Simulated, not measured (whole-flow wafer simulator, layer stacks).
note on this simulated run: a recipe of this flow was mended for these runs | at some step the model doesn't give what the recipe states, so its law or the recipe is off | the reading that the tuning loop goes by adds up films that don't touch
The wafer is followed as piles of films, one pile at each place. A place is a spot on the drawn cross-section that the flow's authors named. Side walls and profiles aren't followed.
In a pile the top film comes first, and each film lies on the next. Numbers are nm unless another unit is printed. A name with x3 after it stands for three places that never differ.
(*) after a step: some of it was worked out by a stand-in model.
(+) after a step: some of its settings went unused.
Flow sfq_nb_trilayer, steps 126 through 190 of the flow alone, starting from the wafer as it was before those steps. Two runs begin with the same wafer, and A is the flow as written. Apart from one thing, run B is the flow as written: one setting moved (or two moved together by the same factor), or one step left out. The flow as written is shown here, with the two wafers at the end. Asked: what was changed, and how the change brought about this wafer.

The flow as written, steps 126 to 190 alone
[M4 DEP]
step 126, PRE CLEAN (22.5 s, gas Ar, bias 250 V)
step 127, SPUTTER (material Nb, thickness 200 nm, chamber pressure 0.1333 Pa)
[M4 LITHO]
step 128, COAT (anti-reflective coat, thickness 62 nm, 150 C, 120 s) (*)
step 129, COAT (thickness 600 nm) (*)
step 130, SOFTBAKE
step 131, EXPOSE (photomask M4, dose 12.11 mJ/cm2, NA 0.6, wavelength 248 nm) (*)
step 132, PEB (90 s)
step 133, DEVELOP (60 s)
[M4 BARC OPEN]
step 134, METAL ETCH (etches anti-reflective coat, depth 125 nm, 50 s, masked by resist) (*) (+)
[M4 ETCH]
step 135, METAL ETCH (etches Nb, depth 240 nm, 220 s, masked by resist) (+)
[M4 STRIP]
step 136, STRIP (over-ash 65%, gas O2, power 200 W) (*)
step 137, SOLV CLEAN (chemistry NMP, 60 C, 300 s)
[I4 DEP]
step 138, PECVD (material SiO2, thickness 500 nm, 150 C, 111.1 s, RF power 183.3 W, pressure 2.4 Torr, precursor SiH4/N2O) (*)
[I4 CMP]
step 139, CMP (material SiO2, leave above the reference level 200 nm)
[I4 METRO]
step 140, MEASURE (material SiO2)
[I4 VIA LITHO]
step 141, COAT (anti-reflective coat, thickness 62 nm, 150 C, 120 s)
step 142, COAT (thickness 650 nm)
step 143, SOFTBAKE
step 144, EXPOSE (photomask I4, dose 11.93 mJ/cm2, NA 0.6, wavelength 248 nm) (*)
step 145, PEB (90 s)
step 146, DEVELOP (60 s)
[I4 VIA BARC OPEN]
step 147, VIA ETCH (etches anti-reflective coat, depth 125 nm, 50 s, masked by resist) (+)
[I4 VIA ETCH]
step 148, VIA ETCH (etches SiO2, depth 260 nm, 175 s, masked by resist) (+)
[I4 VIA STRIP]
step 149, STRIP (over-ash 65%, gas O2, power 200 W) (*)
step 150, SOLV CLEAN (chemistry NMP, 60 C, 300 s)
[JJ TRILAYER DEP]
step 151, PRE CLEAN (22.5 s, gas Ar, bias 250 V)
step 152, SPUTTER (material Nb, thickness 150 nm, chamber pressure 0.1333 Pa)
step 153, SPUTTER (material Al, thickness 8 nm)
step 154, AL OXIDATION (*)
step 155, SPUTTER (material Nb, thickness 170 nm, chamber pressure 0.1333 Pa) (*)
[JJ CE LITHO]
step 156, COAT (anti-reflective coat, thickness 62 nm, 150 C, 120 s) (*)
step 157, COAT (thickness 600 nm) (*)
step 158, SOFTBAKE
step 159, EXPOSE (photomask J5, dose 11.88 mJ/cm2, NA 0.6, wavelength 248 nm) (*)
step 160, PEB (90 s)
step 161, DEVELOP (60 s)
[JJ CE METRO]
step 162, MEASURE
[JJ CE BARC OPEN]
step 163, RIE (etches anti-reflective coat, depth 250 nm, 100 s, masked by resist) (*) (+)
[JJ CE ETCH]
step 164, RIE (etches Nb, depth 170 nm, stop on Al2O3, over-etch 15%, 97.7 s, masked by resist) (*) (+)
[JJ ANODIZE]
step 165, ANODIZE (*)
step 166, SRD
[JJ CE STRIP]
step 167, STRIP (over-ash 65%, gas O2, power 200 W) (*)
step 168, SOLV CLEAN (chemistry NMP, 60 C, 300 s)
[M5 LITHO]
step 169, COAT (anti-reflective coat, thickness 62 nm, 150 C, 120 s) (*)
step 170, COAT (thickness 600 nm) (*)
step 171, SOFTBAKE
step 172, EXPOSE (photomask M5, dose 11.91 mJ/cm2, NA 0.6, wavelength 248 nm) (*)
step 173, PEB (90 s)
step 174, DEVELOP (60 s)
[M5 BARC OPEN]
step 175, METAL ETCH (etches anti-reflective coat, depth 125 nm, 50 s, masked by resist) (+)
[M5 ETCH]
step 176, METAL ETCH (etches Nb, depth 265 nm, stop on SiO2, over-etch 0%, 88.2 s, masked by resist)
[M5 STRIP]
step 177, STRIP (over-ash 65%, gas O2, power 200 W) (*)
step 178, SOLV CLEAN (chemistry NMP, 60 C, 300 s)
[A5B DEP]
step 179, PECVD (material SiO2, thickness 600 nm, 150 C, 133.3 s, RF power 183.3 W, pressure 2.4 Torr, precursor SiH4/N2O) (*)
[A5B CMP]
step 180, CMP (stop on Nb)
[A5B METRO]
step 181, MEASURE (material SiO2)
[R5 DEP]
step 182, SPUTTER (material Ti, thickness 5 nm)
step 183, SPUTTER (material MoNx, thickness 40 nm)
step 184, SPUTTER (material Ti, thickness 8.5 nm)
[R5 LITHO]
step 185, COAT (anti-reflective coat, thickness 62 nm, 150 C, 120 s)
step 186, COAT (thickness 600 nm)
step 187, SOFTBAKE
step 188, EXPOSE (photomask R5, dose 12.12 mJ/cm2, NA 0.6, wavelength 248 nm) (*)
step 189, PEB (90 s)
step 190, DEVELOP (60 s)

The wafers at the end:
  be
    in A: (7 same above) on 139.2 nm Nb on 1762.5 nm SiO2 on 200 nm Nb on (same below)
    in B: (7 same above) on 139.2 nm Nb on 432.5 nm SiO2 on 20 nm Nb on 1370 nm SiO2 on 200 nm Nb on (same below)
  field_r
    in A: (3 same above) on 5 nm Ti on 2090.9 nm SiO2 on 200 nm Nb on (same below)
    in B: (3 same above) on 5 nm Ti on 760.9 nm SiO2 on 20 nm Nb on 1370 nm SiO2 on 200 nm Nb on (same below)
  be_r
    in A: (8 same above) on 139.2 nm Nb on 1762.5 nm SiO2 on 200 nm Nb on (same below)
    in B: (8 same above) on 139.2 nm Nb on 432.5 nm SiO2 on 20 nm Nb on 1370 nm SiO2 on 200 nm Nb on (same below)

Cause: step 127, SPUTTER: thickness 260 nm was run, whereas the flow has thickness 200 nm.

The path from the change to this, step by step:
  step 127, SPUTTER (material Nb, thickness 200 nm, chamber pressure 0.1333 Pa)
      field_l, v_sur, via_wl and 102 more: A Nb gains 200 (new film) | B Nb gains 260 (new film)
      via_v: A Nb gains 164.5 | B Nb gains 214.4
  step 135, METAL ETCH (etches Nb, depth 240 nm, 220 s, masked by resist) (+)
      field_l, be, be_sur and 64 more: A Nb loses 200 (all of it), SiO2 loses 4 | B Nb loses 240
  step 138, PECVD (material SiO2, thickness 500 nm, 150 C, 111.1 s, RF power 183.3 W, pressure 2.4 Torr, precursor SiH4/N2O) (*)
      field_l, be, be_sur and 55 more: A SiO2 gains 500 | B SiO2 gains 500 (new film)
      p3_s0 x6: A SiO2 gains 561.1 | B SiO2 gains 597.1 (new film)
      (and at 4 other places as well)
  step 139, CMP (material SiO2, leave above the reference level 200 nm)
      field_l, be, be_sur and 55 more: A SiO2 loses 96 | B SiO2 loses 60
      lsp_r, l0_sur, l0v: A SiO2 loses 87.7 | B SiO2 loses 50.3
      (and at 1 other place as well)
Taking metal films that touch as one body, be has 4 bodies (between them, from the top down: SiO2 146.5 / Al2O3 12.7 / Nb2O5 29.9; SiO2 432.5; SiO2 1370); the flow as written gives 3 bodies (between them, from the top down: SiO2 146.5 / Al2O3 12.7 / Nb2O5 29.9; SiO2 1762.5).
Taking metal films that touch as one body, field_r has 3 bodies (between them, from the top down: SiO2 760.9; SiO2 1370); the flow as written gives 2 bodies (between them, from the top down: SiO2 2090.9).
Taking metal films that touch as one body, be_r has 4 bodies (between them, from the top down: SiO2 146.5 / Al2O3 12.7 / Nb2O5 29.9; SiO2 432.5; SiO2 1370); the flow as written gives 3 bodies (between them, from the top down: SiO2 146.5 / Al2O3 12.7 / Nb2O5 29.9; SiO2 1762.5).
